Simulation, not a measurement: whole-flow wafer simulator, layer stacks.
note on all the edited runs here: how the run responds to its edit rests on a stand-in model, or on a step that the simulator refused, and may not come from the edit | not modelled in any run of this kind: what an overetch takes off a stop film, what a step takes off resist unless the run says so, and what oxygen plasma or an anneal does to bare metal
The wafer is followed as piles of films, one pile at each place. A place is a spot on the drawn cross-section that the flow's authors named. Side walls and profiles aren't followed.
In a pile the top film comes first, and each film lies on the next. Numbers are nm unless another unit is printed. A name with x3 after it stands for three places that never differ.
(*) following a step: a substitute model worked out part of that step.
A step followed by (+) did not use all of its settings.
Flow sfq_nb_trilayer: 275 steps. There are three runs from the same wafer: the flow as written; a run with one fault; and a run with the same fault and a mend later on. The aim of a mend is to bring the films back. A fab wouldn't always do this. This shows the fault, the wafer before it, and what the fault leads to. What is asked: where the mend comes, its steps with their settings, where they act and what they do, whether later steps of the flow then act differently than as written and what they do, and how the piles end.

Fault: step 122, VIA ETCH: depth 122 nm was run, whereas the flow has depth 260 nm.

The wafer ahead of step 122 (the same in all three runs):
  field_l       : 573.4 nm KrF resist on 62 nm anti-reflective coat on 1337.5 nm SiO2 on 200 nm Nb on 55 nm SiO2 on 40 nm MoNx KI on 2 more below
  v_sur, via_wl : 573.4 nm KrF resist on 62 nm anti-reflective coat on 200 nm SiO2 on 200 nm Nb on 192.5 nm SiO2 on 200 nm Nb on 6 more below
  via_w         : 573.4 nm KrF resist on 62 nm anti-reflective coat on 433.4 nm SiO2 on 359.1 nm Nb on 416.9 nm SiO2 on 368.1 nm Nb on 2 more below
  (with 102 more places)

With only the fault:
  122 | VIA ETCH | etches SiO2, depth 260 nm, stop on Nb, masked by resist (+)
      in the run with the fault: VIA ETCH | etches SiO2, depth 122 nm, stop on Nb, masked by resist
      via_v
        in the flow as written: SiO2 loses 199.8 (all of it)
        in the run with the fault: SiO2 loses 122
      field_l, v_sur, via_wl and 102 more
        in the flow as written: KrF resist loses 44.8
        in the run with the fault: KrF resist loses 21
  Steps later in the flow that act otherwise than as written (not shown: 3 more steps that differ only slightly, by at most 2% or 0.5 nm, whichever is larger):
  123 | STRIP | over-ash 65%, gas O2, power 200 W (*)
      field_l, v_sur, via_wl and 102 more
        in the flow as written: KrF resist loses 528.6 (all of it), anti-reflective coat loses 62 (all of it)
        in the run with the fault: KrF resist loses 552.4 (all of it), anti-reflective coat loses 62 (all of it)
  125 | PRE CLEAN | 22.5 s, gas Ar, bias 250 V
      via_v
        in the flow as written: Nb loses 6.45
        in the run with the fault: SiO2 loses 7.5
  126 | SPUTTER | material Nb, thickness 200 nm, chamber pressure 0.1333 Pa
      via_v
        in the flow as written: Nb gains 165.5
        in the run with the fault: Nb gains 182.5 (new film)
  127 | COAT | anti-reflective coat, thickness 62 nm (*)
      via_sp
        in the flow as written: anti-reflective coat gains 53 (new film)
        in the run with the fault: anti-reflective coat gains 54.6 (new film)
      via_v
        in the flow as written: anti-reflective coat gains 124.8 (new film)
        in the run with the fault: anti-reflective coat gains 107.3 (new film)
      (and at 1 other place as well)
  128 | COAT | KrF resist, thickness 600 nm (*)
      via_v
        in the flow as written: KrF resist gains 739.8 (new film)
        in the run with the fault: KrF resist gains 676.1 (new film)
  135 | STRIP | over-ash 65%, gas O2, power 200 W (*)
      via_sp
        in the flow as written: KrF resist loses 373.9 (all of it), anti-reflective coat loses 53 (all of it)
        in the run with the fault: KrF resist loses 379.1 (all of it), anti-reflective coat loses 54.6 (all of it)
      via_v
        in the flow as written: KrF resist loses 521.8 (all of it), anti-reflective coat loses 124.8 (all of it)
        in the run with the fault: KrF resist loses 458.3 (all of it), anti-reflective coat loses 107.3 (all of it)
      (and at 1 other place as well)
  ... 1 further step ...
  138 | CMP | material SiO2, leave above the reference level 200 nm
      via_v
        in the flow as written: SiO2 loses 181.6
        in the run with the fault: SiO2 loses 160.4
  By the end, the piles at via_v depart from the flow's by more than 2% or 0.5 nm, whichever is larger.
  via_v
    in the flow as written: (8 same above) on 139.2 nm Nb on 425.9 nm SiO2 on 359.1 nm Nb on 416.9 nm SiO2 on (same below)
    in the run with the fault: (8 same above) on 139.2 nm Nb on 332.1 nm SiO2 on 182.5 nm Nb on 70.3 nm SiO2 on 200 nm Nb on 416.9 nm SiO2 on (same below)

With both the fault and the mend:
  After step 123 comes the mend.
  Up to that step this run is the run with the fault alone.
  123a | COAT | anti-reflective coat, thickness 62 nm (*) (a further turn of the flow's step 115)
      p4_fl x3, p4_w1 x9, p4_g1 x2 and 63 more
        anti-reflective coat gains 62 (new film)
      sp_r, be_r, r_sur and 11 more
        anti-reflective coat gains 61.9 (new film)
      field_l, jj_sur, ce_l, c5j, ce_r
        anti-reflective coat gains 61.8 (new film)
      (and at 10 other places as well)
  123b | COAT | KrF resist, thickness 650 nm (*) (a further turn of the flow's step 116)
      p4_fl x3, p4_w1 x9, p4_g1 x2 and 63 more
        KrF resist gains 650 (new film)
      field_r, lsp_l, ln_m5, lsp_m, ln_m6, lsp_r, l0_sur, l0v
        KrF resist gains 649.7 (new film)
      res, r_end, moat
        KrF resist gains 649.6 (new film)
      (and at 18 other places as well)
  123c | SOFTBAKE | KrF resist (a further turn of the flow's step 117)
      alters no film at any place that is followed
  123d | EXPOSE | photomask I3, dose 11.91 mJ/cm2, NA 0.6, wavelength 248 nm (*) (a further turn of the flow's step 118)
      alters no film at any place that is followed
  123e | PEB | KrF resist, 90 s (a further turn of the flow's step 119)
      via_sp, ce_l, c5j and 92 more
        KrF resist loses 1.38
      field_l, v_sur, via_wl, via_w, be, be_sur, gap, jj_sur
        KrF resist loses 1.37
      via_wr
        KrF resist loses 1.36
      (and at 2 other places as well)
  123f | DEVELOP | KrF resist, thickness 650 nm, 60 s (a further turn of the flow's step 120)
      field_l, v_sur, via_wl and 102 more
        KrF resist loses 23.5
      via_v
        KrF resist loses 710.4 (all of it)
  123g | VIA ETCH | etches anti-reflective coat, depth 125 nm, masked by resist (+) (a further turn of the flow's step 121)
      field_l, v_sur, via_wl and 102 more
        KrF resist loses 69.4
      via_v
        anti-reflective coat loses 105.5 (all of it), SiO2 loses 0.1
  123h | VIA ETCH | etches SiO2, depth 138 nm, stop on Nb, masked by resist (+) (a further turn of the flow's step 122, with different settings)
      field_l, v_sur, via_wl and 102 more
        KrF resist loses 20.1
      via_v
        SiO2 loses 77.7 (all of it)
  123i | STRIP | over-ash 65%, gas O2, power 200 W (*) (a further turn of the flow's step 123)
      p4_fl x3, p4_w1 x9, p4_g1 x2 and 63 more
        KrF resist loses 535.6 (all of it), anti-reflective coat loses 62 (all of it)
      ln_m5, lsp_m, ln_m6, lsp_r, l0_sur, l0v
        KrF resist loses 535.3 (all of it), anti-reflective coat loses 61.9 (all of it)
      r_end, moat, field_r, lsp_l
        KrF resist loses 535.2 (all of it), anti-reflective coat loses 61.9 (all of it)
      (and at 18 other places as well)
  Later steps of the flow that are run all act as written at every place that is followed.
  By the end, the piles equal the flow's at every place that both follow.
